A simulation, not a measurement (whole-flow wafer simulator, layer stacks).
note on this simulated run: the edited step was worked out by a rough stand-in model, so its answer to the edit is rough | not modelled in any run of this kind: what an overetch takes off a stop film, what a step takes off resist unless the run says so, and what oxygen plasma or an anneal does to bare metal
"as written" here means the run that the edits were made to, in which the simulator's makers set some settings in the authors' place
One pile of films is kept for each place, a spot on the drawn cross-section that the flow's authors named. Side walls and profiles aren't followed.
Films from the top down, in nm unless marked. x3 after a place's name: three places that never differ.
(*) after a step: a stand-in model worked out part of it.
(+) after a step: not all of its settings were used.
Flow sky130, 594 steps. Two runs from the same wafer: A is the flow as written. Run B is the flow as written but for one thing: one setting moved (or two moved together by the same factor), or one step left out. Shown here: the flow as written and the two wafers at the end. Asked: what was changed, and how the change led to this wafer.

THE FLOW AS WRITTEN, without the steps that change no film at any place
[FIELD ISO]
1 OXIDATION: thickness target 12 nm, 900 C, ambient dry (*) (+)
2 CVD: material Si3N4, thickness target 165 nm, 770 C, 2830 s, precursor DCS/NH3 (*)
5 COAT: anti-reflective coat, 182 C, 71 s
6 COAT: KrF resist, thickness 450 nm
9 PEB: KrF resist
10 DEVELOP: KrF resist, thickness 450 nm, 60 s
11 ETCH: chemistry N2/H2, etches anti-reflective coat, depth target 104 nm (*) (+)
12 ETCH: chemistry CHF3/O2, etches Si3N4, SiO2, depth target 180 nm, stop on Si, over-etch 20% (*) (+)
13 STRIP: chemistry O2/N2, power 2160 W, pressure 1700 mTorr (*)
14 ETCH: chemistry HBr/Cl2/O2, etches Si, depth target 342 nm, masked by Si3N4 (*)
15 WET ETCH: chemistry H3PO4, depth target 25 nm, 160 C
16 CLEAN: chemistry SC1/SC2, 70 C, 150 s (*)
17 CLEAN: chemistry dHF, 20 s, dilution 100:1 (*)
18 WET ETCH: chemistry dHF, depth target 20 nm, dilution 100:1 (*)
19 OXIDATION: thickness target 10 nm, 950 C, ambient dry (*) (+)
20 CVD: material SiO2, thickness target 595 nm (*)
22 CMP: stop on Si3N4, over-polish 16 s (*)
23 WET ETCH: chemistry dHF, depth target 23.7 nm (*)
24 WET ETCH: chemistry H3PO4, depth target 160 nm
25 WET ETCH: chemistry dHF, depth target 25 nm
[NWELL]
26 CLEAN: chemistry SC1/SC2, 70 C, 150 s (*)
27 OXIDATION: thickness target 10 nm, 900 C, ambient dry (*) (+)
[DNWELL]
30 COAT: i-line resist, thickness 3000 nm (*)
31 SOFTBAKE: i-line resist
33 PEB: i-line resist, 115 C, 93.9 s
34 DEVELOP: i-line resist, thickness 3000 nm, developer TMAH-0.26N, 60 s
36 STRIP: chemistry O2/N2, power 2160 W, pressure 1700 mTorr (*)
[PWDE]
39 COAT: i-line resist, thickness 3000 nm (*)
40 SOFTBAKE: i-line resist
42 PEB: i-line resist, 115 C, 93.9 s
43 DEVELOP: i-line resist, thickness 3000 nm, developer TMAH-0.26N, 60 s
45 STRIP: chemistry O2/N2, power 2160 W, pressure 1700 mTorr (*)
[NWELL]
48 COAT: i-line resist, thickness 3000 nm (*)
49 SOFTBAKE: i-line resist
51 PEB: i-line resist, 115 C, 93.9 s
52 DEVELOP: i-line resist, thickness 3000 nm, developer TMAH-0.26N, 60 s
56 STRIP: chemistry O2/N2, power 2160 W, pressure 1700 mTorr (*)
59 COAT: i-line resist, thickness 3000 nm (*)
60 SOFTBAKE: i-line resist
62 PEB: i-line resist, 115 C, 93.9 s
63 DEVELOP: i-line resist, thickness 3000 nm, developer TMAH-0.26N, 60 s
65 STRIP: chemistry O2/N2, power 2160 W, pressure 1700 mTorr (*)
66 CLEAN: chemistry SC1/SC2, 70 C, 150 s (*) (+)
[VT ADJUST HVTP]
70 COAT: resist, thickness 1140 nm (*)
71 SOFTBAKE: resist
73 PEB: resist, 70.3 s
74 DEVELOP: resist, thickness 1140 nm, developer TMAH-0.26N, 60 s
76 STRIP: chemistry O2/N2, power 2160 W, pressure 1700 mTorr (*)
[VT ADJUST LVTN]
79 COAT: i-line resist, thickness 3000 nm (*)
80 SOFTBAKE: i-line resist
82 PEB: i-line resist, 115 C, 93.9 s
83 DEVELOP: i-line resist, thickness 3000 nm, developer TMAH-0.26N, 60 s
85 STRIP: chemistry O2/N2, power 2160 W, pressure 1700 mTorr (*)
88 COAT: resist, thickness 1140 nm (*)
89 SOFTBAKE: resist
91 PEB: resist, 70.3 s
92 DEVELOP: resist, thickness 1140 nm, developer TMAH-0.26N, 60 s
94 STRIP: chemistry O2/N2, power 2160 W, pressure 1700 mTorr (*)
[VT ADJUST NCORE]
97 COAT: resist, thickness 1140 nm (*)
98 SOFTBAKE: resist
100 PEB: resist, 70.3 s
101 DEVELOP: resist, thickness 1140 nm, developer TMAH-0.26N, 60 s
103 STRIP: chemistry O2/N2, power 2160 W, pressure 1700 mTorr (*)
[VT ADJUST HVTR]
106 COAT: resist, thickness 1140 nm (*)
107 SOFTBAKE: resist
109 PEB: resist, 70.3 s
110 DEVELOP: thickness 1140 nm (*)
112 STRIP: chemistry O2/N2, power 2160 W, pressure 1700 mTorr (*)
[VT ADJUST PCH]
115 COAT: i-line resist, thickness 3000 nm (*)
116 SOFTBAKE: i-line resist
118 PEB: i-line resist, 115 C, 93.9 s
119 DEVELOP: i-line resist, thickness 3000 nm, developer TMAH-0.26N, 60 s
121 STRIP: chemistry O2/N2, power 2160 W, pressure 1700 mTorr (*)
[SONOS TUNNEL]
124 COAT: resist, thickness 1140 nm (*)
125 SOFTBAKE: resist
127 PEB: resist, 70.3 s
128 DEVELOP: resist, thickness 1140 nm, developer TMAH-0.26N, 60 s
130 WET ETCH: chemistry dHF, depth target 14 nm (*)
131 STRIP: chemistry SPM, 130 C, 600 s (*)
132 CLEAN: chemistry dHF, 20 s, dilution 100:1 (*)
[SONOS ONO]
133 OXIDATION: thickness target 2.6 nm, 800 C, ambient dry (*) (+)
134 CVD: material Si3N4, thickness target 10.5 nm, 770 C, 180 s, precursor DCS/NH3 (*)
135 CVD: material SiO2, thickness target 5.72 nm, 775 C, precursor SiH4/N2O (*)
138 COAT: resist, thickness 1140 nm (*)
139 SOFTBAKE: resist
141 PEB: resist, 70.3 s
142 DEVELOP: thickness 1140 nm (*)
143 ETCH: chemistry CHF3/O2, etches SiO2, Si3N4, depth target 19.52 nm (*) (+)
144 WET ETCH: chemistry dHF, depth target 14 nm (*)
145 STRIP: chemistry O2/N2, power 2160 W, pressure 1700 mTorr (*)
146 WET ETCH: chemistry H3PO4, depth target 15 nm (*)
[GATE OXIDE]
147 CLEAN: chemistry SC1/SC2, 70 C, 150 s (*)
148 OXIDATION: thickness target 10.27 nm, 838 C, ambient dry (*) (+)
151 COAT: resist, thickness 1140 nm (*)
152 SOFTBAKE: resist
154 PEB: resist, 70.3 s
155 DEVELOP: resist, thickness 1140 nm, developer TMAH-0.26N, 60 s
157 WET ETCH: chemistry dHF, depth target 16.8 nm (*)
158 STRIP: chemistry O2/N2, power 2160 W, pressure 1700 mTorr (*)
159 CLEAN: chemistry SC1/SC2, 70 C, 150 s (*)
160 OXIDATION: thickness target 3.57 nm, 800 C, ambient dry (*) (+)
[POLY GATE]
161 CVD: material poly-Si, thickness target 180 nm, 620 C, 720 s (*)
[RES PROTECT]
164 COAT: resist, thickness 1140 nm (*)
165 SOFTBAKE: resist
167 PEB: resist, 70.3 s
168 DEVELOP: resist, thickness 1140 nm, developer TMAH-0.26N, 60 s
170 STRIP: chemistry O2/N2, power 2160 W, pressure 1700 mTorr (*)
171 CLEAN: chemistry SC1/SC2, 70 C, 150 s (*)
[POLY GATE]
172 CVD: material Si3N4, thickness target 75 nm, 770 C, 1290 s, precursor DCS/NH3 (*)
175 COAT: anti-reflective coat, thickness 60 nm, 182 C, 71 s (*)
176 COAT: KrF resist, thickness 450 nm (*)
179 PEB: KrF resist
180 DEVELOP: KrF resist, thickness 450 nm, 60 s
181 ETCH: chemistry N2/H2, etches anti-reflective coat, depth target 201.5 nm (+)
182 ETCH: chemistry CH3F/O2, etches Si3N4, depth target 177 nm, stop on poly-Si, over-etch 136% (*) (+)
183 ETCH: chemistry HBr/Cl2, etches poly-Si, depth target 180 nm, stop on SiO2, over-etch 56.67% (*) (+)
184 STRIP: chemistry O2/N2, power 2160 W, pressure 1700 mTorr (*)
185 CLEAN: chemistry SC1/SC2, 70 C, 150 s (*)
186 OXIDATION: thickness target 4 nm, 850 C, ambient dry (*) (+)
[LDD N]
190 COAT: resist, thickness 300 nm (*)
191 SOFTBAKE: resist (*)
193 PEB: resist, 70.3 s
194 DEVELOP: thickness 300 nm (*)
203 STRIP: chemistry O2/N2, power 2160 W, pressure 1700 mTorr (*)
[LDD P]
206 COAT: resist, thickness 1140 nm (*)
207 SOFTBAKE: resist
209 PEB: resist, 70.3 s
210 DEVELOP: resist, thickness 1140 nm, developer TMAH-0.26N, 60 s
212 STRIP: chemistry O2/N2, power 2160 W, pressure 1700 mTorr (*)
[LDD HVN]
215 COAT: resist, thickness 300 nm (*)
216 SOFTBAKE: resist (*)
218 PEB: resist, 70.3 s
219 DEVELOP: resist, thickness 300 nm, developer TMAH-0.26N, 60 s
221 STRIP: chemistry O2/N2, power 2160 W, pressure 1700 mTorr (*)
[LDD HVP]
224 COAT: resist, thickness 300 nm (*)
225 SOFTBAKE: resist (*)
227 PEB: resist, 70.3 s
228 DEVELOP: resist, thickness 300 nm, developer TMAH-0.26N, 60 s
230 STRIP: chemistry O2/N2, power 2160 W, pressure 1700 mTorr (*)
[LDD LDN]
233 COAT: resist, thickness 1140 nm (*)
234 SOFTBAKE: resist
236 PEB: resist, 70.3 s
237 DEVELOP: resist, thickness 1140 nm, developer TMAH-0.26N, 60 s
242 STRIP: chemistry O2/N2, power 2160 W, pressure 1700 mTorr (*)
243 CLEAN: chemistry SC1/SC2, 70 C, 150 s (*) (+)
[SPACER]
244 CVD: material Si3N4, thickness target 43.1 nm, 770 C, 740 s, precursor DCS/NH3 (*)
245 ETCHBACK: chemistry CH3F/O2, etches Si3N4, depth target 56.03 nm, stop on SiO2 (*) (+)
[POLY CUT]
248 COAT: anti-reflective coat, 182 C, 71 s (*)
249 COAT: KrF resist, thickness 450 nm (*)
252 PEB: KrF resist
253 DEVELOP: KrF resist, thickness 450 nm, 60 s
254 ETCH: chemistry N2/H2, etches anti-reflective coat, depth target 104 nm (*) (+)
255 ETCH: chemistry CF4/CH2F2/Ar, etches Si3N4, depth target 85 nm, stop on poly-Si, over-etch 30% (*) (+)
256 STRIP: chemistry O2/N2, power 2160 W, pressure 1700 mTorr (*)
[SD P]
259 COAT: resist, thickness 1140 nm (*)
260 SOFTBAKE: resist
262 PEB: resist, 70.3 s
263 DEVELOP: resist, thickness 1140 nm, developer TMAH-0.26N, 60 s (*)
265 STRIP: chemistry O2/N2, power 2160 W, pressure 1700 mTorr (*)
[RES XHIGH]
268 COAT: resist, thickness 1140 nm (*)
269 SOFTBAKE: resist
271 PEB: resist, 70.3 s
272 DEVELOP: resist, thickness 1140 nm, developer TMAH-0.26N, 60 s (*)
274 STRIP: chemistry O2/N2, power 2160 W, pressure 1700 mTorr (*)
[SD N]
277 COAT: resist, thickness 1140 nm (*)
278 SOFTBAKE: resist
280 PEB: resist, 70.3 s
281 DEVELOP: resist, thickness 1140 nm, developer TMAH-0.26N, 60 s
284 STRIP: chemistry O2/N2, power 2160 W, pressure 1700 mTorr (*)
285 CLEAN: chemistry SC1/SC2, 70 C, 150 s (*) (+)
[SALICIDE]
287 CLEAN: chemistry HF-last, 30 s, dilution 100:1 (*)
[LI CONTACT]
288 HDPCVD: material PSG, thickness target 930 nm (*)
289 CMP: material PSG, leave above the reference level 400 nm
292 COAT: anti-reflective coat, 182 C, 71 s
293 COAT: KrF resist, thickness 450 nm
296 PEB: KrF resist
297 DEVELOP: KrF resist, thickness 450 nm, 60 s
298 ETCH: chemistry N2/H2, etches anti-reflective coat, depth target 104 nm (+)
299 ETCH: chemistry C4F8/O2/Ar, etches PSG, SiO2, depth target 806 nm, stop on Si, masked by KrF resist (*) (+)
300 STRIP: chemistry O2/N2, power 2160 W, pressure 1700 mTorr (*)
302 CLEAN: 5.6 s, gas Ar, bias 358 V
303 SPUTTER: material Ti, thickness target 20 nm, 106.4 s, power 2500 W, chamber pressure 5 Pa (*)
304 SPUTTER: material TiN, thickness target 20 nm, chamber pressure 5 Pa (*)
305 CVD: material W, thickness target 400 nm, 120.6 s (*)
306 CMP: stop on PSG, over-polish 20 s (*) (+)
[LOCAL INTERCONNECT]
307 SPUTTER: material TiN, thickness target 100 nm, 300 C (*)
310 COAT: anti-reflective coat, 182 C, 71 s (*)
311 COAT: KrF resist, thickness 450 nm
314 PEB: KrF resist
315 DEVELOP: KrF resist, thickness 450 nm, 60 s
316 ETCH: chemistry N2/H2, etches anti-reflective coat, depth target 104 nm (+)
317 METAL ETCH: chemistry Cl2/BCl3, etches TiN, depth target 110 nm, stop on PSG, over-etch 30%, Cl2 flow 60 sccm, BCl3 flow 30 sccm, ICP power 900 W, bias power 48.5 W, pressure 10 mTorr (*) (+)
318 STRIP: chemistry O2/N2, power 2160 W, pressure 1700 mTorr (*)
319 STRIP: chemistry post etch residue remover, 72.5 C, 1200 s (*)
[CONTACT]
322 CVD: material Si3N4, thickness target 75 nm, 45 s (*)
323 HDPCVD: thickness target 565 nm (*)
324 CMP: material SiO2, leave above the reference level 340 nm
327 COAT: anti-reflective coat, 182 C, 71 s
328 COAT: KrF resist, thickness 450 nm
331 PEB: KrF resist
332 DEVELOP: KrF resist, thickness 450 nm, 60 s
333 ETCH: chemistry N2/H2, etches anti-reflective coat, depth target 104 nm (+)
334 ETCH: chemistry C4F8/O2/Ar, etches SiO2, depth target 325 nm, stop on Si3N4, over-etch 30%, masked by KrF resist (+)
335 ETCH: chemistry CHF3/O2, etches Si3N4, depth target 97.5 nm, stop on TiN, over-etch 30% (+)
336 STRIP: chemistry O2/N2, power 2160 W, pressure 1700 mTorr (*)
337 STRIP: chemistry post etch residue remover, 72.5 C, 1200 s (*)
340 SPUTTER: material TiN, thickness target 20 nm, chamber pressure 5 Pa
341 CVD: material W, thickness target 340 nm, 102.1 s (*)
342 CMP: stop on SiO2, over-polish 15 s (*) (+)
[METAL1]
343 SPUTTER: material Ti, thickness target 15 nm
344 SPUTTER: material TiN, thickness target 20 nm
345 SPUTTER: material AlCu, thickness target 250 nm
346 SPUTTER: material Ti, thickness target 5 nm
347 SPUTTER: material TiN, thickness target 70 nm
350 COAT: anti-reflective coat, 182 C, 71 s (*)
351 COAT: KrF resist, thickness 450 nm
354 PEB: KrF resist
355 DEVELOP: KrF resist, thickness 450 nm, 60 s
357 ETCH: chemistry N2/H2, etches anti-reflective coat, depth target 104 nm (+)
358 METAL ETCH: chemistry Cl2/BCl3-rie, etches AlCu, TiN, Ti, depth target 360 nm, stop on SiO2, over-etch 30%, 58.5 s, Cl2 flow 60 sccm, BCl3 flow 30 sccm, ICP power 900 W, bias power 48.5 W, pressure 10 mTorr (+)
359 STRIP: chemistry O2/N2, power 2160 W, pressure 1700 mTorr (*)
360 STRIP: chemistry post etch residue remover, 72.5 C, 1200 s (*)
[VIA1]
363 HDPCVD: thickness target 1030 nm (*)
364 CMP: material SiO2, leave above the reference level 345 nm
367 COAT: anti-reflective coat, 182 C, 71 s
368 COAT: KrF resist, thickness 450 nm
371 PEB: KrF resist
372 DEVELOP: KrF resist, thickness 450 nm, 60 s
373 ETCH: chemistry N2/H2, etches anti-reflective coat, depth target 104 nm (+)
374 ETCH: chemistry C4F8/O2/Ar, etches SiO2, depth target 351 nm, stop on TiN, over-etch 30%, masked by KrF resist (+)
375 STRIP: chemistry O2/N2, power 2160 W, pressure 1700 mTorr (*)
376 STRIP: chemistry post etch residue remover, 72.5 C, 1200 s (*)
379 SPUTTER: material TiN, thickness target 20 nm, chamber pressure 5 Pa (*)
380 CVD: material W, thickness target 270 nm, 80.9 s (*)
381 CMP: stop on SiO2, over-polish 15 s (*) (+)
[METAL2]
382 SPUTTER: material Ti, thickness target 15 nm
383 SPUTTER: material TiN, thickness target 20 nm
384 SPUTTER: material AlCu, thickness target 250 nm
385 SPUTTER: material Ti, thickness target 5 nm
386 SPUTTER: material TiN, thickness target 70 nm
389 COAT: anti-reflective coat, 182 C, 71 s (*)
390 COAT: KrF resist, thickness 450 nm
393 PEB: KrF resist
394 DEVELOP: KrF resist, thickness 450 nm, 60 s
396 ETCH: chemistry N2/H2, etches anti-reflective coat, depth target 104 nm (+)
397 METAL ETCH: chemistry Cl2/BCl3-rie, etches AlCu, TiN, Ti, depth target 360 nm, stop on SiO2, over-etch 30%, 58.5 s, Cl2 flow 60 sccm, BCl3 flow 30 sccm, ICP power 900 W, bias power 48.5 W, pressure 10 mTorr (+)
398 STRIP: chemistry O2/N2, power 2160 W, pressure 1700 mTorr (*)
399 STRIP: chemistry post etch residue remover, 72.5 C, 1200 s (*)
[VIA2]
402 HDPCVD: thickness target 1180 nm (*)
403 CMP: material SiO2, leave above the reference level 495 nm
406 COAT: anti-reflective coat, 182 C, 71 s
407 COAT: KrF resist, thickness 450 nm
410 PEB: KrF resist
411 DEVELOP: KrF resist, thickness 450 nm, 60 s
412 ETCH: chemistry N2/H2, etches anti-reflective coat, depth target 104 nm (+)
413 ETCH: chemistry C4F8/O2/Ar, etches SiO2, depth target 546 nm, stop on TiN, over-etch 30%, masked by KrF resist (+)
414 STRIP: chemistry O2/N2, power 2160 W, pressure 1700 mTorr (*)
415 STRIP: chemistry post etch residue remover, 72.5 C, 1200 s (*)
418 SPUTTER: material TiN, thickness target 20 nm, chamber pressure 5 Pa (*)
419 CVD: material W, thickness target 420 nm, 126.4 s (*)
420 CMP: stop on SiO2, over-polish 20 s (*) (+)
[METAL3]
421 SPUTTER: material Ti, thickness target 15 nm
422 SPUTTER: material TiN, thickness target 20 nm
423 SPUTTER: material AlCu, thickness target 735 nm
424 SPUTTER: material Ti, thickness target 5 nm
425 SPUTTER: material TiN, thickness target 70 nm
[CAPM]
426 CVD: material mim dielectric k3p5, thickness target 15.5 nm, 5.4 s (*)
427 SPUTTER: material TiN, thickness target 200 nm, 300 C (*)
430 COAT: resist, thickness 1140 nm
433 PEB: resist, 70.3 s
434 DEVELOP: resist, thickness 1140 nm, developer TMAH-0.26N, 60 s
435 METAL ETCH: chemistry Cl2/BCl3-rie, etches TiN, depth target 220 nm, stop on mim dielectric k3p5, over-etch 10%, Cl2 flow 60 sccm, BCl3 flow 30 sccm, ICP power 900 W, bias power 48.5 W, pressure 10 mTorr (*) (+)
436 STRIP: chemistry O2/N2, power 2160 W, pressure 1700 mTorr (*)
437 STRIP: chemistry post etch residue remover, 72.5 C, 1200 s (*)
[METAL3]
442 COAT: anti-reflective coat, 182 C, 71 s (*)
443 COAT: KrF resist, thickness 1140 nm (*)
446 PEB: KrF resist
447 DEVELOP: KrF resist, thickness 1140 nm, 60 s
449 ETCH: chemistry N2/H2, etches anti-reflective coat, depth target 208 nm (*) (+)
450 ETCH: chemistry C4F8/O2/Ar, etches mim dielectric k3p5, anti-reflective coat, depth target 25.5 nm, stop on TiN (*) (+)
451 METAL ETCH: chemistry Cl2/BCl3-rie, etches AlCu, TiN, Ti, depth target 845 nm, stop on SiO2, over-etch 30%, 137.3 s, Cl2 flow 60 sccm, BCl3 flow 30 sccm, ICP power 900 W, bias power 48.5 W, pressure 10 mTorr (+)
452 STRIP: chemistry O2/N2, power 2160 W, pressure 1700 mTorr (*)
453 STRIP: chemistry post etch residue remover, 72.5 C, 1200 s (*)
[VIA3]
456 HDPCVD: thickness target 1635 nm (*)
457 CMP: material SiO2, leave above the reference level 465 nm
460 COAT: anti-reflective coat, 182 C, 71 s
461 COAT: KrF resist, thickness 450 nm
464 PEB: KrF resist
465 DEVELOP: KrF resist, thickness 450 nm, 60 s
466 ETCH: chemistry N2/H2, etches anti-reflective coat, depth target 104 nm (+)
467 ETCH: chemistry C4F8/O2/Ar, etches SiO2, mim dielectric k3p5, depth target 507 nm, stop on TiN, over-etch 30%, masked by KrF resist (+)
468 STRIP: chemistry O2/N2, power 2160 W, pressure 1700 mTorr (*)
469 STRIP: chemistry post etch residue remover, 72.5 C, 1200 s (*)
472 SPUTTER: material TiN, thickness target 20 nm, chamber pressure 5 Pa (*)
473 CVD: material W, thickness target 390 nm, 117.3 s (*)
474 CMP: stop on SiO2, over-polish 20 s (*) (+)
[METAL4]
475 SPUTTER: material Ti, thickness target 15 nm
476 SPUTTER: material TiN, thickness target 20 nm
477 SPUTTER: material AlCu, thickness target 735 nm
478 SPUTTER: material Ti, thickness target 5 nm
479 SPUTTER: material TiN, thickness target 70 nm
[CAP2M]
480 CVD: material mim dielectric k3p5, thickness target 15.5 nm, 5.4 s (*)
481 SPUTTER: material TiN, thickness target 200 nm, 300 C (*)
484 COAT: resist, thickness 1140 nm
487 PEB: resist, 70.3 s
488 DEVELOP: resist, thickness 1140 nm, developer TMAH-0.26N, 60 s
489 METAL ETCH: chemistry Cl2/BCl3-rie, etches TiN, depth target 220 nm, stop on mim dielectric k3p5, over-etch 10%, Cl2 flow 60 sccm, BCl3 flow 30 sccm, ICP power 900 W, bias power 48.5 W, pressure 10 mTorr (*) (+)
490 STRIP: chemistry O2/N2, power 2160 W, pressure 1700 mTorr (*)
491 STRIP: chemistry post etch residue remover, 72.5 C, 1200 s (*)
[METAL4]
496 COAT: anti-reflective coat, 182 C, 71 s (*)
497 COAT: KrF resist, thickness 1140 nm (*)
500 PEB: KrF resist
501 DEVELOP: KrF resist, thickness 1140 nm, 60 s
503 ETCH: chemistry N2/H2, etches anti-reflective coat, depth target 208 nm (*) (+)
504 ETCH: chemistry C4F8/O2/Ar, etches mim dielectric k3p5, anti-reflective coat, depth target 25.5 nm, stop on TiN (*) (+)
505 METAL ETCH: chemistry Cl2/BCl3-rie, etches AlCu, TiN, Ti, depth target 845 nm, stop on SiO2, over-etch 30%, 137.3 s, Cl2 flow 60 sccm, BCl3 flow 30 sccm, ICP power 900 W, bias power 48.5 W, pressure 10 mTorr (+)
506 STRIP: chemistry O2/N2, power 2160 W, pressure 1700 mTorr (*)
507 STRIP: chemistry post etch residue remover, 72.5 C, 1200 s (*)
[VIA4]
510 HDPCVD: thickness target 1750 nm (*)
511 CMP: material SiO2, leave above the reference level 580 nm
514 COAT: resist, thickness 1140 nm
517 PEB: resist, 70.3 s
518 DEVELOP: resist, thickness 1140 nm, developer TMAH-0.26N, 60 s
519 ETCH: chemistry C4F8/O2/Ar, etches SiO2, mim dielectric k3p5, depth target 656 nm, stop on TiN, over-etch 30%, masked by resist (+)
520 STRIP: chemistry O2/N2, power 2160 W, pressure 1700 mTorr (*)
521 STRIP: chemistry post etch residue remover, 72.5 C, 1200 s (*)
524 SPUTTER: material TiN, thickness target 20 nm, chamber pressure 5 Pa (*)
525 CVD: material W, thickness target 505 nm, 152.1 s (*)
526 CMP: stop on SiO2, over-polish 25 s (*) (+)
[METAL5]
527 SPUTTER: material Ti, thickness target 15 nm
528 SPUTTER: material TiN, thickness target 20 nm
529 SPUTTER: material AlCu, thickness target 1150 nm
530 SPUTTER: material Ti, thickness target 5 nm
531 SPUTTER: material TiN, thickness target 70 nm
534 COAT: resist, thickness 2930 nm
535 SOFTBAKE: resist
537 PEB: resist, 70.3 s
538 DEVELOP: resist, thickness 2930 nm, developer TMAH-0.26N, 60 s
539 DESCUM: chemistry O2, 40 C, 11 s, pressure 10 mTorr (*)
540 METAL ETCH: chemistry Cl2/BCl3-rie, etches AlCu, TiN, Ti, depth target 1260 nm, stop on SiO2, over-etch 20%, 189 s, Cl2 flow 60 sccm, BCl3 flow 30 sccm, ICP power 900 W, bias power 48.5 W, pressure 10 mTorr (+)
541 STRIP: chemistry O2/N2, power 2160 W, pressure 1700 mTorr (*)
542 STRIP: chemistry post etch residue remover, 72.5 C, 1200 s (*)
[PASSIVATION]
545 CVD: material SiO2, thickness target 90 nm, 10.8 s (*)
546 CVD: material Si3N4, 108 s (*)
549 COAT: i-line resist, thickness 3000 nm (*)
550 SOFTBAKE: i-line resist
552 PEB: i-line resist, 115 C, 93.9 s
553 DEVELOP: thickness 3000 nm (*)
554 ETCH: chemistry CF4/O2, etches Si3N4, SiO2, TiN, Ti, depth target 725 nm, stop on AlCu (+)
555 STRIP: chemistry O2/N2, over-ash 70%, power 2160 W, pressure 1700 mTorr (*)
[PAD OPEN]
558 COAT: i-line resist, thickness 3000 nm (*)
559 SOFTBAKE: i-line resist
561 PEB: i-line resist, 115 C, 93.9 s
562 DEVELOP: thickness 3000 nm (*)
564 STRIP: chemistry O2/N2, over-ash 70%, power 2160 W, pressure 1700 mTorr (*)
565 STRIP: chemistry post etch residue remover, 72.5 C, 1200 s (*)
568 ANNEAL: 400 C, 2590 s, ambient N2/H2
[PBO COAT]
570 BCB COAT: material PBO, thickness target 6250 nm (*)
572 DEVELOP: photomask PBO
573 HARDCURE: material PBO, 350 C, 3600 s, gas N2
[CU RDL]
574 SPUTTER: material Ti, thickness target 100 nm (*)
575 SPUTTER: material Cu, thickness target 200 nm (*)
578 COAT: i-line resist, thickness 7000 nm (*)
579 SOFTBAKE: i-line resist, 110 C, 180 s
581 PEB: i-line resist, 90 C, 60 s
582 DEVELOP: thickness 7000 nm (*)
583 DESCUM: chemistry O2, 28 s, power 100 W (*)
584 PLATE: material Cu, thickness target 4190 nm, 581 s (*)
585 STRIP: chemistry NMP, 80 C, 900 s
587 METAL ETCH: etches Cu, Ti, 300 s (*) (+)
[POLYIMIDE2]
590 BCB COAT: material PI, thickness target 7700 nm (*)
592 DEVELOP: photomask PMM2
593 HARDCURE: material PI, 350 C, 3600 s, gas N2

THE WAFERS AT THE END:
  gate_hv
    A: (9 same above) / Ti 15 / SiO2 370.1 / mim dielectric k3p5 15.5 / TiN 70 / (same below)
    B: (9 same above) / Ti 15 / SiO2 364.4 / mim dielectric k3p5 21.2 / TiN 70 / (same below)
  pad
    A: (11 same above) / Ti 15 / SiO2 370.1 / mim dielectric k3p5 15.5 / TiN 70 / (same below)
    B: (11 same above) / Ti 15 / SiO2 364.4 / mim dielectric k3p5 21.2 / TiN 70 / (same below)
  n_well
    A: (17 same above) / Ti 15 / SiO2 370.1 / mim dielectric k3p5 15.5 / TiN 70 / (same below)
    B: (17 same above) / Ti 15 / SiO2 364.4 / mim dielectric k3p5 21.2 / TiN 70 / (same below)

The cause: step 426, CVD: thickness target 21.2 nm was run, where the flow has thickness target 15.5 nm; step 426, CVD: 7.4 s was run, where the flow has 5.4 s.
It can be read off the wafer: gate_hv has mim dielectric k3p5 21.2, and step 426 as written asks for 15.5 nm.

How the change led to this, step by step:
  426 CVD: material mim dielectric k3p5, thickness target 15.5 nm, 5.4 s (*)
      field, active, n_well and 188 more: A mim dielectric k3p5 +15.5 (new film) | B mim dielectric k3p5 +21.2 (new film)
  450 ETCH: chemistry C4F8/O2/Ar, etches mim dielectric k3p5, anti-reflective coat, depth target 25.5 nm, stop on TiN (*) (+)
      n_well, p_well, gate_hv and 104 more: A KrF resist -15.5 | B KrF resist -17
      field, active, gate and 82 more: A mim dielectric k3p5 -15.5 (all of it) | B mim dielectric k3p5 -21.2 (all of it)
  467 ETCH: chemistry C4F8/O2/Ar, etches SiO2, mim dielectric k3p5, depth target 507 nm, stop on TiN, over-etch 30%, masked by KrF resist (+)
      m1: A SiO2 -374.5 (all of it), mim dielectric k3p5 -15.5 (all of it) | B SiO2 -368.8 (all of it), mim dielectric k3p5 -21.2 (all of it)
      via3_hole: A SiO2 -373.9 (all of it), mim dielectric k3p5 -15.5 (all of it) | B SiO2 -368.2 (all of it), mim dielectric k3p5 -21.2 (all of it)
